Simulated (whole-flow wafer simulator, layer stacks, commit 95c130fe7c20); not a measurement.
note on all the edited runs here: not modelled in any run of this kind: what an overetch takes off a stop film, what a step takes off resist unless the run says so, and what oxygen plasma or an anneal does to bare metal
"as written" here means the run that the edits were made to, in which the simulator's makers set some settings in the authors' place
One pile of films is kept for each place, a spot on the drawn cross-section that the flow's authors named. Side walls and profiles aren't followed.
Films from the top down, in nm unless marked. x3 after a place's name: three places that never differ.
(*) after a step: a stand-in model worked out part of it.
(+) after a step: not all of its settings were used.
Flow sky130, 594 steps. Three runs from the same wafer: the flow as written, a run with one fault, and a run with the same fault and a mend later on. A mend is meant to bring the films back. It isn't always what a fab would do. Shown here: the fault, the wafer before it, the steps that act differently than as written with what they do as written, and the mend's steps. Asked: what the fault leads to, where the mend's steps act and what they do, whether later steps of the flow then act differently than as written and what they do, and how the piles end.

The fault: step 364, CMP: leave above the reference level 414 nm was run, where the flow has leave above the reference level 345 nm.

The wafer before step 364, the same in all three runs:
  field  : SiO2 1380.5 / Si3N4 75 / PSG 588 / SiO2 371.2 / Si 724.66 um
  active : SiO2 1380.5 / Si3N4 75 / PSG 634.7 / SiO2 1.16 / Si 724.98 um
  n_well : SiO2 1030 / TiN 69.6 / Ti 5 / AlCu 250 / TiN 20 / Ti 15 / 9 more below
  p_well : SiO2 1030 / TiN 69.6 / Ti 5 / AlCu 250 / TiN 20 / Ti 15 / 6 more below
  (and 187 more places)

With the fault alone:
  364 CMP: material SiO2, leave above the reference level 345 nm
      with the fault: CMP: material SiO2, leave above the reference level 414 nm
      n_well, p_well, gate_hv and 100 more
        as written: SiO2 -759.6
        with the fault: SiO2 -690.6
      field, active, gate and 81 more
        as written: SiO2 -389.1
        with the fault: SiO2 -320.1
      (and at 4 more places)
  Later steps of the flow that act differently than as written (2 more steps differ only slightly, by at most 2% or 0.5 nm, whichever is larger, and aren't shown):
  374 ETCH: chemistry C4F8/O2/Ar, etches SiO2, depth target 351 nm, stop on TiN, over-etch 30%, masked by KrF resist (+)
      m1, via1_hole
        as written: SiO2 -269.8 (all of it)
        with the fault: SiO2 -338.8 (all of it)
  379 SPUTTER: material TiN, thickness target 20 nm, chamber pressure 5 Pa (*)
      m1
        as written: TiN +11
        with the fault: TiN +9.74
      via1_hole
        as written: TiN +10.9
        with the fault: TiN +9.72
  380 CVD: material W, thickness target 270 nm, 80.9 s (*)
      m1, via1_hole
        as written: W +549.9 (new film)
        with the fault: W +620.1 (new film)
  At the end the piles differ from the flow's by more than 2% or 0.5 nm, whichever is larger, at n_well, p_well, gate_hv and 115 more.
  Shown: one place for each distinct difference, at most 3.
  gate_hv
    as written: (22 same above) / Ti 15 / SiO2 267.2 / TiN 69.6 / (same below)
    with the fault: (22 same above) / Ti 15 / SiO2 336.2 / TiN 69.6 / (same below)
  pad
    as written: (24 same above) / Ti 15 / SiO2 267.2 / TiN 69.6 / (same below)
    with the fault: (24 same above) / Ti 15 / SiO2 336.2 / TiN 69.6 / (same below)
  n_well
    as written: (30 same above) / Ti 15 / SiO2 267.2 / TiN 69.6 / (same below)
    with the fault: (30 same above) / Ti 15 / SiO2 336.2 / TiN 69.6 / (same below)

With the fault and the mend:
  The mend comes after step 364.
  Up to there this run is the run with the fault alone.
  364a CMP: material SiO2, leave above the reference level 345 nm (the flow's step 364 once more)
      field, active, n_well and 188 more
        SiO2 -69
  No later step of the flow acts differently than as written at any place that is followed.
  At the end the piles are the same as the flow's at every place that both follow.
